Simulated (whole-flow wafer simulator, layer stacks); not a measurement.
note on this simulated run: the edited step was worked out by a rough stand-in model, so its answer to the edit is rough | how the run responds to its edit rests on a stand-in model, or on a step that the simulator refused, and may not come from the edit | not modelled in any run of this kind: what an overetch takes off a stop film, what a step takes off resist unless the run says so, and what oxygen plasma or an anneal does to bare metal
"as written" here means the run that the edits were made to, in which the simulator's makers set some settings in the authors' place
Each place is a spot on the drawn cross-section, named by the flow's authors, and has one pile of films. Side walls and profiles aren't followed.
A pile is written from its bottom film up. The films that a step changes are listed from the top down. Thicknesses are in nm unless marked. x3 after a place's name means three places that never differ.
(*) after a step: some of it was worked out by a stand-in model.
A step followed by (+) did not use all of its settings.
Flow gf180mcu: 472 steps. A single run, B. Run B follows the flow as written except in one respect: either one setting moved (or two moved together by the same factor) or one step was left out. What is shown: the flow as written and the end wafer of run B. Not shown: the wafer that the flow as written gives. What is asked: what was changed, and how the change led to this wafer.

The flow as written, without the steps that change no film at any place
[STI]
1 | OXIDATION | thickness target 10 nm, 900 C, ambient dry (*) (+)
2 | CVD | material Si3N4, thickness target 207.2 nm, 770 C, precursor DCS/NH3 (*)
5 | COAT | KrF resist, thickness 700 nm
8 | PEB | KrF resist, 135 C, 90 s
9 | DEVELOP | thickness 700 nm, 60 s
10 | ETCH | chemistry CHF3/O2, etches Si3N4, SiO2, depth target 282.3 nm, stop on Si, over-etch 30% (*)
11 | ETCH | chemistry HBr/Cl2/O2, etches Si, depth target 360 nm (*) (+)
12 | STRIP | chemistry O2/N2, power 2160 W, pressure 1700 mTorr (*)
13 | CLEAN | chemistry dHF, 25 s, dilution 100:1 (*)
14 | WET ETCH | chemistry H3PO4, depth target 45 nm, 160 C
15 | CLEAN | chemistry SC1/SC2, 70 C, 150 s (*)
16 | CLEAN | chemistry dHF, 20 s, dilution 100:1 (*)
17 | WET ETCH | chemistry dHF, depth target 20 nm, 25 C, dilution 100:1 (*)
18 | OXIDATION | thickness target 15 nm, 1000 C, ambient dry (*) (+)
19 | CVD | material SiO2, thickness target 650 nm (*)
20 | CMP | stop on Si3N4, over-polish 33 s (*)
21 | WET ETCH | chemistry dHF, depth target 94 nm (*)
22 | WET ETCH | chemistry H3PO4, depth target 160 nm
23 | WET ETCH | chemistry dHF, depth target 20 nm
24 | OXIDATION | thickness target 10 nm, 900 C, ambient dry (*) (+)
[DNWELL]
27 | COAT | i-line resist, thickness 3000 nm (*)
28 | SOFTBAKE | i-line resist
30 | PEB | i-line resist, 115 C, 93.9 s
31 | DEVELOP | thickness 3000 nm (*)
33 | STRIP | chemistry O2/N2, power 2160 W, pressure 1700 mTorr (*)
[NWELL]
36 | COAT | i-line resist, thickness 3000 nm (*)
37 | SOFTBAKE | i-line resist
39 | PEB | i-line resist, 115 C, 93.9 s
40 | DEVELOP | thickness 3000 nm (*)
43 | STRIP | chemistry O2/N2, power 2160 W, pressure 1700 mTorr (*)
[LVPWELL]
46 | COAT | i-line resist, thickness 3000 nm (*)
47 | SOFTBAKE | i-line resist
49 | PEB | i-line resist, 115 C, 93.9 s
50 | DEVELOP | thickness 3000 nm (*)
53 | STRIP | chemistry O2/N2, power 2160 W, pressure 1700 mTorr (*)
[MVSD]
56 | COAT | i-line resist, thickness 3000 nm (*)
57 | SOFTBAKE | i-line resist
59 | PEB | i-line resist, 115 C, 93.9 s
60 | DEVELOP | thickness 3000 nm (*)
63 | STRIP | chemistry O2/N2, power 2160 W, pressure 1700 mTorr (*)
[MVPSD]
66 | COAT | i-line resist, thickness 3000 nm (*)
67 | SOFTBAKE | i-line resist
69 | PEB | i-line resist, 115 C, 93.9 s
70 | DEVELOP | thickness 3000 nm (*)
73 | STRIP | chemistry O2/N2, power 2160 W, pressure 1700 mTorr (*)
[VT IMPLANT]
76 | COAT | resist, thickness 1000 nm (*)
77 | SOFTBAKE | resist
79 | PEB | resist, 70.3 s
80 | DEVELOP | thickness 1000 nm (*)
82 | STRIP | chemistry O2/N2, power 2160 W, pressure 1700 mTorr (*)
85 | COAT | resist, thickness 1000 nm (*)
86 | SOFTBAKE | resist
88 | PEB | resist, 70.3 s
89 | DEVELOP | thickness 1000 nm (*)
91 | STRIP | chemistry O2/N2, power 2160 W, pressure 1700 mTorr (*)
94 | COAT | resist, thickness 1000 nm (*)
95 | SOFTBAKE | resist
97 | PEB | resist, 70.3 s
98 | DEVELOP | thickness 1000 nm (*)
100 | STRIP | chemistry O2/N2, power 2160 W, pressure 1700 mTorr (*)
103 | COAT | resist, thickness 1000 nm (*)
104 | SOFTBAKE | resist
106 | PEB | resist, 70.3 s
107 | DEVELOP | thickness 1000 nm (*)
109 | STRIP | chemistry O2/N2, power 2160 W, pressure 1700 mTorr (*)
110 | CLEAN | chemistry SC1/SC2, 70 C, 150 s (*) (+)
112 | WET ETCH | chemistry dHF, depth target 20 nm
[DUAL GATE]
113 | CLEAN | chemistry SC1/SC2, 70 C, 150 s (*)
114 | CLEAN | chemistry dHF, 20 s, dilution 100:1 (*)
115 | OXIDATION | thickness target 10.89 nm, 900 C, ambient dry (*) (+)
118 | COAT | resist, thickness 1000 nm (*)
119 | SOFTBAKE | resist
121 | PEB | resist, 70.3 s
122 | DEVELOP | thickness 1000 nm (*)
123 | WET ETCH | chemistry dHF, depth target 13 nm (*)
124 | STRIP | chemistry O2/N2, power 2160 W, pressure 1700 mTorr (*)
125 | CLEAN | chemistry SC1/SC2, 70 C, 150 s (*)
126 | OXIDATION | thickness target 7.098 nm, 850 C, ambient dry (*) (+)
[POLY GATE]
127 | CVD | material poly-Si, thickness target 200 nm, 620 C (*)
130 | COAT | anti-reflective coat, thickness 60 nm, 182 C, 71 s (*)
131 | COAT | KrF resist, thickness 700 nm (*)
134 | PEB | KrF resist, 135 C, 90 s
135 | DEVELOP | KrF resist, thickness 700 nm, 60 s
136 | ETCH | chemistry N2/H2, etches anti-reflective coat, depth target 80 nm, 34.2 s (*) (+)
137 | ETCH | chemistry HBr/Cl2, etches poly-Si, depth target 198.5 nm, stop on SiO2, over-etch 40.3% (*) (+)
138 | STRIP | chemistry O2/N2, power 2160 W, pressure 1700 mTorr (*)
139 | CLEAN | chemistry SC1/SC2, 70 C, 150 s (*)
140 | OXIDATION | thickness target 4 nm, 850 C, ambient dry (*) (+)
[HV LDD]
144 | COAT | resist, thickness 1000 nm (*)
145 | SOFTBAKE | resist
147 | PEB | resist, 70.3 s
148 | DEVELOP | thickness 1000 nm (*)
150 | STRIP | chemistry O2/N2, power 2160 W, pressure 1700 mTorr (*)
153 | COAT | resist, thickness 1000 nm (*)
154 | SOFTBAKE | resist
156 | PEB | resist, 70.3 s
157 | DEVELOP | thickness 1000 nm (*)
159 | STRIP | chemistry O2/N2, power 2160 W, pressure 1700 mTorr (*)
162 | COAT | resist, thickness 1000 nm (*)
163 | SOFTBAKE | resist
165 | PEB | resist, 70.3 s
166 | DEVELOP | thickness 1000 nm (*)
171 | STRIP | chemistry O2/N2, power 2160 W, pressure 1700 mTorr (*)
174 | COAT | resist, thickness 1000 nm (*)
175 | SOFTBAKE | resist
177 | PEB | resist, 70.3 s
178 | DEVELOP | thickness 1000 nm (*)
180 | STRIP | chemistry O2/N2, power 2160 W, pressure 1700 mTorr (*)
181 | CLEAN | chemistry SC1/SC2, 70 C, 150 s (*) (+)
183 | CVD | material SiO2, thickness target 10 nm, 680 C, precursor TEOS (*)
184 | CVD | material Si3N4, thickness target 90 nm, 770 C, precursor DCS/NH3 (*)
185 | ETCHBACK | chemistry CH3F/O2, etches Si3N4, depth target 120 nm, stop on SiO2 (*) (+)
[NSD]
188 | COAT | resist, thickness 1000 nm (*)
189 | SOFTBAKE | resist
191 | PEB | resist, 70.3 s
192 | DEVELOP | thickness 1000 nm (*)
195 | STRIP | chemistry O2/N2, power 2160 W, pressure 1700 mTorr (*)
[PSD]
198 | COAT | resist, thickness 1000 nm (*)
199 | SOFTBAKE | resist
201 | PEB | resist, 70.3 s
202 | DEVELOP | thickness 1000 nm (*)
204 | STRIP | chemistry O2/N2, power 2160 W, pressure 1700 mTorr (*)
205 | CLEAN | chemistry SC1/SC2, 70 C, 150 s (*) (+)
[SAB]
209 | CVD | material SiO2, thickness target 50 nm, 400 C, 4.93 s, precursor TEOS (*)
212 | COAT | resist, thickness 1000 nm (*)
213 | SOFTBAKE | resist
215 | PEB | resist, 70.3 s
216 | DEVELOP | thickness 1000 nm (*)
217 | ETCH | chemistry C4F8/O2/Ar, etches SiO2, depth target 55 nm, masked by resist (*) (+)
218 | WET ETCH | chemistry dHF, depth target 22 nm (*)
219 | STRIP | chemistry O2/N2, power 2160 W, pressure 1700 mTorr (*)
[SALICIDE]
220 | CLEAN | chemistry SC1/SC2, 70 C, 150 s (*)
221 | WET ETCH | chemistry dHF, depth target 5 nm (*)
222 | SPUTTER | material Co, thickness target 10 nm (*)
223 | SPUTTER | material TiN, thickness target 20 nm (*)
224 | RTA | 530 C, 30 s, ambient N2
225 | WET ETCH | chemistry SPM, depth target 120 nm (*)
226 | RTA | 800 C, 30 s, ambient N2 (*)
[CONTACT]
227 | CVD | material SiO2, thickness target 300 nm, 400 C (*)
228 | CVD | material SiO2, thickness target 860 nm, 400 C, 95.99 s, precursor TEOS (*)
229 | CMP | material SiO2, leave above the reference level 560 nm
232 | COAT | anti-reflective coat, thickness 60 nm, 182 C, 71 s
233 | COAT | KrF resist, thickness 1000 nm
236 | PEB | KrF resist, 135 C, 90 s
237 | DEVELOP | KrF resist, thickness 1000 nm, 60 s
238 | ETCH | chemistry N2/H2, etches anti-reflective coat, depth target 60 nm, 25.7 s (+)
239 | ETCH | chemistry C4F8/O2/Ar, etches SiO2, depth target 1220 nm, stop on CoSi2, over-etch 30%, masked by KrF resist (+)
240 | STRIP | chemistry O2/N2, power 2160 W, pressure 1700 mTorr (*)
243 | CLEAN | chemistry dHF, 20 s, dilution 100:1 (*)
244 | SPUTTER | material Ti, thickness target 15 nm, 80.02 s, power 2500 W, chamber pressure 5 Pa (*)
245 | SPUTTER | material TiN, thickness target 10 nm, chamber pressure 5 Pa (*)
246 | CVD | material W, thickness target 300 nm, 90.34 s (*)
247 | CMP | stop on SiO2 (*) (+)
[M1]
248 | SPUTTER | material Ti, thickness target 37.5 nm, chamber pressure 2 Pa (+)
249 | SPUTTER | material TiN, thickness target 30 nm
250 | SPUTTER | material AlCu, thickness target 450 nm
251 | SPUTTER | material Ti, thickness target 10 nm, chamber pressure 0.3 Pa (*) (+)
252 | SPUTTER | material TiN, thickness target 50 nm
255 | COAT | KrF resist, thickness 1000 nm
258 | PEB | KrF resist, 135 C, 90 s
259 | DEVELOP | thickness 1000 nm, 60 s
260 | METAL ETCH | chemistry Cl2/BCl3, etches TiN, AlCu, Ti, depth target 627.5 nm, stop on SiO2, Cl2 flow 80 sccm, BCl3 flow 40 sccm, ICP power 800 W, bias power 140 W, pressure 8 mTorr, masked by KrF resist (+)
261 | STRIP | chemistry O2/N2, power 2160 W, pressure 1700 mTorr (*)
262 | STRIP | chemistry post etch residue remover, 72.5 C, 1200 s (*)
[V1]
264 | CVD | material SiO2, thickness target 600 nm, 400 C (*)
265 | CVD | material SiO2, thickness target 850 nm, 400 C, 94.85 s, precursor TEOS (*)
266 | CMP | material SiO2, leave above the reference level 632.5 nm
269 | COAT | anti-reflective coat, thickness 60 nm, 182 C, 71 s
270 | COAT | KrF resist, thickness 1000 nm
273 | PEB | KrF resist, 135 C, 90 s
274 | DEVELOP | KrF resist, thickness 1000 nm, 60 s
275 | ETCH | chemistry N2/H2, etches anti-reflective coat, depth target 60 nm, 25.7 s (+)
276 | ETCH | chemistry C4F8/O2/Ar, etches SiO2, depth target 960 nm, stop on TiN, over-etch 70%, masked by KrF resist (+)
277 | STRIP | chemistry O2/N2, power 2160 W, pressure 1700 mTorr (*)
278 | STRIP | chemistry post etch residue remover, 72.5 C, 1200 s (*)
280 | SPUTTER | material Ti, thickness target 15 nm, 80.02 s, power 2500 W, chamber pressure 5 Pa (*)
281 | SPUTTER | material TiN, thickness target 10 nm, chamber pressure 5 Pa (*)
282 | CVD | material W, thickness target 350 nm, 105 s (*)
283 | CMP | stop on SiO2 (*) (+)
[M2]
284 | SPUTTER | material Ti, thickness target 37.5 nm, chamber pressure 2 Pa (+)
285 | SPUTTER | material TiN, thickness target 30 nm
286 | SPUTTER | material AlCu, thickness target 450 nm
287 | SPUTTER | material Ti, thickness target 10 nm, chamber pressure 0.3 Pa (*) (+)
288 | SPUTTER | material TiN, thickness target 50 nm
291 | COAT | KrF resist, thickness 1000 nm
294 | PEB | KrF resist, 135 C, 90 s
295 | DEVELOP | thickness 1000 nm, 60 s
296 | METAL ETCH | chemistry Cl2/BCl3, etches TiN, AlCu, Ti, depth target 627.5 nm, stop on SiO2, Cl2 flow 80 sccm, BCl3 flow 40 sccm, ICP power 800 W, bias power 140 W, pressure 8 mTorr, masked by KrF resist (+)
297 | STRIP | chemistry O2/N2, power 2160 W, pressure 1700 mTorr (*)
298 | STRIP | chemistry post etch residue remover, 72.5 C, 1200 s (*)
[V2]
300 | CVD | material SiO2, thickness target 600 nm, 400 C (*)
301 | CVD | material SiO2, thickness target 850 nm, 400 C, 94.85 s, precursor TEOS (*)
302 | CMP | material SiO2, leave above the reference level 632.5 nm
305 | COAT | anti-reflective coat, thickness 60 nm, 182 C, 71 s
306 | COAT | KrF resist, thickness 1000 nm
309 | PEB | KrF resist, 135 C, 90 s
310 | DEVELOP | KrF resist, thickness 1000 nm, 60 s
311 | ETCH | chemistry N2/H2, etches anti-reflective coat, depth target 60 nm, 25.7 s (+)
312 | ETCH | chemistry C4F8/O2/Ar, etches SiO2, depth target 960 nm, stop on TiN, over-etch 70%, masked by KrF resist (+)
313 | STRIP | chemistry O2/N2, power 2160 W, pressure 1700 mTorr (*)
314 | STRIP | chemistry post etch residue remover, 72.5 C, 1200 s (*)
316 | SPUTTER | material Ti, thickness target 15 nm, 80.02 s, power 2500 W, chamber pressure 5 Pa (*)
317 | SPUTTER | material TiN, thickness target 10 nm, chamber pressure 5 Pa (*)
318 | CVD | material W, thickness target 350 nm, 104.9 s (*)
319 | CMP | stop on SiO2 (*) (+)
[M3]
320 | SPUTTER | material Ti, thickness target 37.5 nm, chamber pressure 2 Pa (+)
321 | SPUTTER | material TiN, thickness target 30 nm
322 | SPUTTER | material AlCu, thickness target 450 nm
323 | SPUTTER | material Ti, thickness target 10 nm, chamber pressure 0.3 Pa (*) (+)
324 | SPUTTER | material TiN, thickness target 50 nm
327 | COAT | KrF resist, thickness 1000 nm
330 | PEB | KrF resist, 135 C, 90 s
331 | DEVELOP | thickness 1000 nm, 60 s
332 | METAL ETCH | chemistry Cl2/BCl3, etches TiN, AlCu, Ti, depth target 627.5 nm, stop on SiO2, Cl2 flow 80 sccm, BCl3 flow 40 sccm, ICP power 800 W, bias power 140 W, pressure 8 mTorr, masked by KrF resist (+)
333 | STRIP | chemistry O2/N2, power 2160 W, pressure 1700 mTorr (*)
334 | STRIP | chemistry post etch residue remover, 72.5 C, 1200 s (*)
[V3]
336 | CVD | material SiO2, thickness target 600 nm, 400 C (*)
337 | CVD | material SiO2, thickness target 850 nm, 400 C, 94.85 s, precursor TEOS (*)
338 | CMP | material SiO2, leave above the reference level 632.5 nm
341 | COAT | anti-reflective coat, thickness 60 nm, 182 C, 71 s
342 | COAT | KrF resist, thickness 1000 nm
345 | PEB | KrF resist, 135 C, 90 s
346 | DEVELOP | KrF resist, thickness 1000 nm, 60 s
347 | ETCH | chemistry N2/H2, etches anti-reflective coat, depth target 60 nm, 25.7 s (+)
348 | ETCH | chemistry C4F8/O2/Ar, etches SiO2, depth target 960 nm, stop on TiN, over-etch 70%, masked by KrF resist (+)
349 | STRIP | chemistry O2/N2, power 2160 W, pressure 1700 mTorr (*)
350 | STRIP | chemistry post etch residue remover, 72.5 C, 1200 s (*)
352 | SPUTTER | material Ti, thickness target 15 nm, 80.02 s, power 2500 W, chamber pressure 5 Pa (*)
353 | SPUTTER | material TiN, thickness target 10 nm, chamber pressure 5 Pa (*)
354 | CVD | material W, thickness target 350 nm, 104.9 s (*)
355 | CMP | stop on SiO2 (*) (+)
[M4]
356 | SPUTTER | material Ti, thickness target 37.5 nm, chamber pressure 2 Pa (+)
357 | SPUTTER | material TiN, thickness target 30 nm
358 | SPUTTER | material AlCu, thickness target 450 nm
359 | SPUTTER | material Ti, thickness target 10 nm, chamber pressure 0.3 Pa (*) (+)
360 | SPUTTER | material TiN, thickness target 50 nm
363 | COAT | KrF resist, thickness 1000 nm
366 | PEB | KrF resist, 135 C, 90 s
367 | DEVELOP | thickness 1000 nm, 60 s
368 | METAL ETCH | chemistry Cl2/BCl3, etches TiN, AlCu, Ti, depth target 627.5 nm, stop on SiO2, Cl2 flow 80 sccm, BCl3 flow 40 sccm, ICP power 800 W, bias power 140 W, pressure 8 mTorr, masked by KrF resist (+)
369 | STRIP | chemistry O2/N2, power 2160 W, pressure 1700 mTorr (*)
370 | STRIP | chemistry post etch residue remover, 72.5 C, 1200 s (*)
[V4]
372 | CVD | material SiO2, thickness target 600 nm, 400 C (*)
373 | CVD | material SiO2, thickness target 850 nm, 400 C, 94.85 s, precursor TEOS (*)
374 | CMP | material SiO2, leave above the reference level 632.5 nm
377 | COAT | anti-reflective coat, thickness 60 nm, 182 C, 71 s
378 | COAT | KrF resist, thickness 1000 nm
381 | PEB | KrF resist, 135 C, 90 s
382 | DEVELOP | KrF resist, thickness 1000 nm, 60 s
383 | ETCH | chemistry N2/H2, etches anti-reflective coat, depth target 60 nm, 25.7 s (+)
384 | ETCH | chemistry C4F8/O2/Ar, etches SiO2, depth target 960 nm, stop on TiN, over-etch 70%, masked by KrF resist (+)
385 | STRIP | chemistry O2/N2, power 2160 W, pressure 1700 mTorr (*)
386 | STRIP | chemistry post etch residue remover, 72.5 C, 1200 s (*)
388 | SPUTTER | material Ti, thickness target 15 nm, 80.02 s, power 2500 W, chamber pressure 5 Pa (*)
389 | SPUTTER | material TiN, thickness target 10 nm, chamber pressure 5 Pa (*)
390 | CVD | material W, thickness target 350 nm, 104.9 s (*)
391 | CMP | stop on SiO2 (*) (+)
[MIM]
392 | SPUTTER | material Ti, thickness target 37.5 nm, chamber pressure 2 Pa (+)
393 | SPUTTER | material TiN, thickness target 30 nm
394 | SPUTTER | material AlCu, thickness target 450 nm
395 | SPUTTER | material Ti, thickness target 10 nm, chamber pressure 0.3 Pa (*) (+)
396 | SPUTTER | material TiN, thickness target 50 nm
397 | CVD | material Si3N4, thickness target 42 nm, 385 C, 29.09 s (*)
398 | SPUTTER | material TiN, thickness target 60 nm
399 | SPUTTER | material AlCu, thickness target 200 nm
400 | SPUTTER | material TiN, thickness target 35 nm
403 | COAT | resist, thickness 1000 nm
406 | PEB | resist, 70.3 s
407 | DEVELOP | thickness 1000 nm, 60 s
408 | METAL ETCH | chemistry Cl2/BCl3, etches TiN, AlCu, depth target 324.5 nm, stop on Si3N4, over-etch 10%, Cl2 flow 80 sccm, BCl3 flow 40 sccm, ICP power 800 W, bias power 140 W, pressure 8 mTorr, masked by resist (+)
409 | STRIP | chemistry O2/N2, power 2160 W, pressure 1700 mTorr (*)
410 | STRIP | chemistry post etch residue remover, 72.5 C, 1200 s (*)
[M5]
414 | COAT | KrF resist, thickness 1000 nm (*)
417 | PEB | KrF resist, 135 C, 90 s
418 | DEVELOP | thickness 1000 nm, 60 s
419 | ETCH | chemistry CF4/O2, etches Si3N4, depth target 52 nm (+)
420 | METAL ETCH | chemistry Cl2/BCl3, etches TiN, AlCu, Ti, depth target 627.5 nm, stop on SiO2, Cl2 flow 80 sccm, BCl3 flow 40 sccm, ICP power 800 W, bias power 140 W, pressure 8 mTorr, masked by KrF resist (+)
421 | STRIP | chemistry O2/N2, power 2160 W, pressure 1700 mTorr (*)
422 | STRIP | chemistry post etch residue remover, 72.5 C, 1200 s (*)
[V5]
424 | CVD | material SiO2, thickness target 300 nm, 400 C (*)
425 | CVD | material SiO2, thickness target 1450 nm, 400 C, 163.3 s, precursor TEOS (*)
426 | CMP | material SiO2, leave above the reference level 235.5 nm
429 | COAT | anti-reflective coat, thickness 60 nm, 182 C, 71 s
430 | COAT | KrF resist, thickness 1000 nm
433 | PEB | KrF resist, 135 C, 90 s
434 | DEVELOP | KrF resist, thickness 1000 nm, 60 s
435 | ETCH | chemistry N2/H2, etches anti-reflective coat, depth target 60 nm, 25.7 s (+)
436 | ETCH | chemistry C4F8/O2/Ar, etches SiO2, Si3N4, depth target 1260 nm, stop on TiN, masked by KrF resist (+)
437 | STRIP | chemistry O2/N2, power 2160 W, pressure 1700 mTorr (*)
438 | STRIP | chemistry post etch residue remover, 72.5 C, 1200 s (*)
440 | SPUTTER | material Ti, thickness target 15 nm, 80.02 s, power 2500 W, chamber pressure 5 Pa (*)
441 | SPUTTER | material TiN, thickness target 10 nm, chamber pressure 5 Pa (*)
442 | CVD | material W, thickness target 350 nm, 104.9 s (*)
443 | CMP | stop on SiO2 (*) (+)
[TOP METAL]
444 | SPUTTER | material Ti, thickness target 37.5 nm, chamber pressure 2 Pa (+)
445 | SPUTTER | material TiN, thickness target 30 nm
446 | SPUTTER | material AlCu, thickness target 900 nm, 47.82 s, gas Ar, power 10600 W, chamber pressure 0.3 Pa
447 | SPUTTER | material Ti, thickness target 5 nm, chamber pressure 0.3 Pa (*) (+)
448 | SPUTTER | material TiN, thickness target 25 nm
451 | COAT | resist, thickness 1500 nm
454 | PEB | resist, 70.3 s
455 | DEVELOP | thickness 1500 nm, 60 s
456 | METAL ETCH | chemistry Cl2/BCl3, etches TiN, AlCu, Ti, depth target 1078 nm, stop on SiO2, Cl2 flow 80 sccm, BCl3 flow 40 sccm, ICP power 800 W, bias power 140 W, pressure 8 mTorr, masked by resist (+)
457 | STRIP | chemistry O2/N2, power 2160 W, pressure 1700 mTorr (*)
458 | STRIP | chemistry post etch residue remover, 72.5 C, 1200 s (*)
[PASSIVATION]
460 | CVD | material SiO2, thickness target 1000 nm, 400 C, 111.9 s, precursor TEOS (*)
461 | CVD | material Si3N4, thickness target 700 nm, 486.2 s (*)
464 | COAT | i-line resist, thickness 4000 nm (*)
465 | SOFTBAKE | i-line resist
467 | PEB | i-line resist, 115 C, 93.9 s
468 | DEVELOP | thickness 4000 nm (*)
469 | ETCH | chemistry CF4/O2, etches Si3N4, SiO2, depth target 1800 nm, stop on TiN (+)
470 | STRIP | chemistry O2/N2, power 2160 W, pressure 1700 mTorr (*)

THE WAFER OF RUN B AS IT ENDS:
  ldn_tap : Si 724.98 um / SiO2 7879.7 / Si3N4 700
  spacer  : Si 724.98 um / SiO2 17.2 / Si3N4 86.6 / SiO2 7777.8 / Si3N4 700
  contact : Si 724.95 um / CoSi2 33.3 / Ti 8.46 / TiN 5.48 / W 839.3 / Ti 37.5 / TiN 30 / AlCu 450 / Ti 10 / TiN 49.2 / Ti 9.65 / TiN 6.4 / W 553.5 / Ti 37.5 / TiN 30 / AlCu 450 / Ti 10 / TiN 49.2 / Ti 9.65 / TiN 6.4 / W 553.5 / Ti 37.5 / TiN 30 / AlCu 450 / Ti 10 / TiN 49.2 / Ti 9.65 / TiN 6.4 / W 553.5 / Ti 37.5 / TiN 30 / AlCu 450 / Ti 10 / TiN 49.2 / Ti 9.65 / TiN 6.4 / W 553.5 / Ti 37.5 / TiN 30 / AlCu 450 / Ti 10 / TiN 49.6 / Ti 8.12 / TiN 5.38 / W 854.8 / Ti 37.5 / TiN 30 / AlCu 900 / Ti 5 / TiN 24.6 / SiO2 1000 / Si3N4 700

Cause: step 217, ETCH: depth target 26.1 nm was run, though the flow has depth target 55 nm.

The path from the change to this, step by step:
  217 | ETCH | chemistry C4F8/O2/Ar, etches SiO2, depth target 55 nm, masked by resist (*) (+)
      spacer: -26.1 SiO2 (as written it would have been: -50 SiO2 (all of it), -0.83 Si3N4)
      field, field__w1, field__w2 and 96 more: -26.1 SiO2 (as written it would have been: -55 SiO2)
      (as well as at 11 more places)
  218 | WET ETCH | chemistry dHF, depth target 22 nm (*)
      ldn_tap, ldn_src, ldn_drn, ldp_tap, ldp_src, ldp_drn, ldp_gr: -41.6 SiO2 (as written it would have been: -16 SiO2 (all of it))
      ld_drn_n, ld_sd_p: -40.7 SiO2 (as written it would have been: -14.8 SiO2 (all of it))
      (as well as at 91 more places)
  219 | STRIP | chemistry O2/N2, power 2160 W, pressure 1700 mTorr (*)
      active_hv, active_nat, ld_sd_n and 11 more: nothing (as written it would have been: +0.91 chemical SiO2 (new film), -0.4 Si)
  221 | WET ETCH | chemistry dHF, depth target 5 nm (*)
      ldn_tap, ldn_src, ldn_drn, ldp_tap, ldp_src, ldp_drn, ldp_gr: -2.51 SiO2 (as written it would have been: -0.76 chemical SiO2 (all of it))
      ld_drn_n, ld_sd_p: -2.66 SiO2 (all of it) (as written it would have been: -0.76 chemical SiO2 (all of it))
      (as well as at 5 more places)
  223 | SPUTTER | material TiN, thickness target 20 nm (*)
      field__w12: +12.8 TiN (new film) (as written it would have been: +12 TiN (new film))
      ld_sd_n: +16.1 TiN (new film) (as written it would have been: +15.5 TiN (new film))
  224 | RTA | 530 C, 30 s, ambient N2
      ldn_tap, ldn_src, ldn_drn, ldp_tap, ldp_src, ldp_drn, ldp_gr: nothing (as written it would have been: under 1 film: +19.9 CoSi (new film), -10 Co (all of it), -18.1 Si)
  225 | WET ETCH | chemistry SPM, depth target 120 nm (*)
      ldn_tap, ldn_src, ldn_drn, ldp_tap, ldp_src, ldp_drn, ldp_gr: -20 TiN (all of it), -10 Co (all of it) (as written it would have been: -20 TiN (all of it))
      field__w12: -12.8 TiN (all of it), -6.47 Co (all of it) (as written it would have been: -12 TiN (all of it), -6.15 Co (all of it))
      (as well as at 1 more place)
  226 | RTA | 800 C, 30 s, ambient N2 (*)
      ldn_tap, ldn_src, ldn_drn, ldp_tap, ldp_src, ldp_drn, ldp_gr: nothing (as written it would have been: +35 CoSi2 (new film), -19.9 CoSi (all of it), -18.1 Si)
  227 | CVD | material SiO2, thickness target 300 nm, 400 C (*)
      ldn_tap, ldn_src, ldn_drn, ldp_tap, ldp_src, ldp_drn, ldp_gr: +300 SiO2 (as written it would have been: +300 SiO2 (new film))
  229 | CMP | material SiO2, leave above the reference level 560 nm
      ldn_sep__w1, ldn_sep__w2, ldn_dft and 8 more: -321.8 SiO2 (as written it would have been: -311 SiO2)
      sti, mim_1p0, pad, dice_street, iso_nw_fld, iso_fld_sub: -307.6 SiO2 (as written it would have been: -296.8 SiO2)
      (as well as at 34 more places)
If metal films that touch count as one body, ldn_tap has 0 bodies; the flow as written gives 1 body.
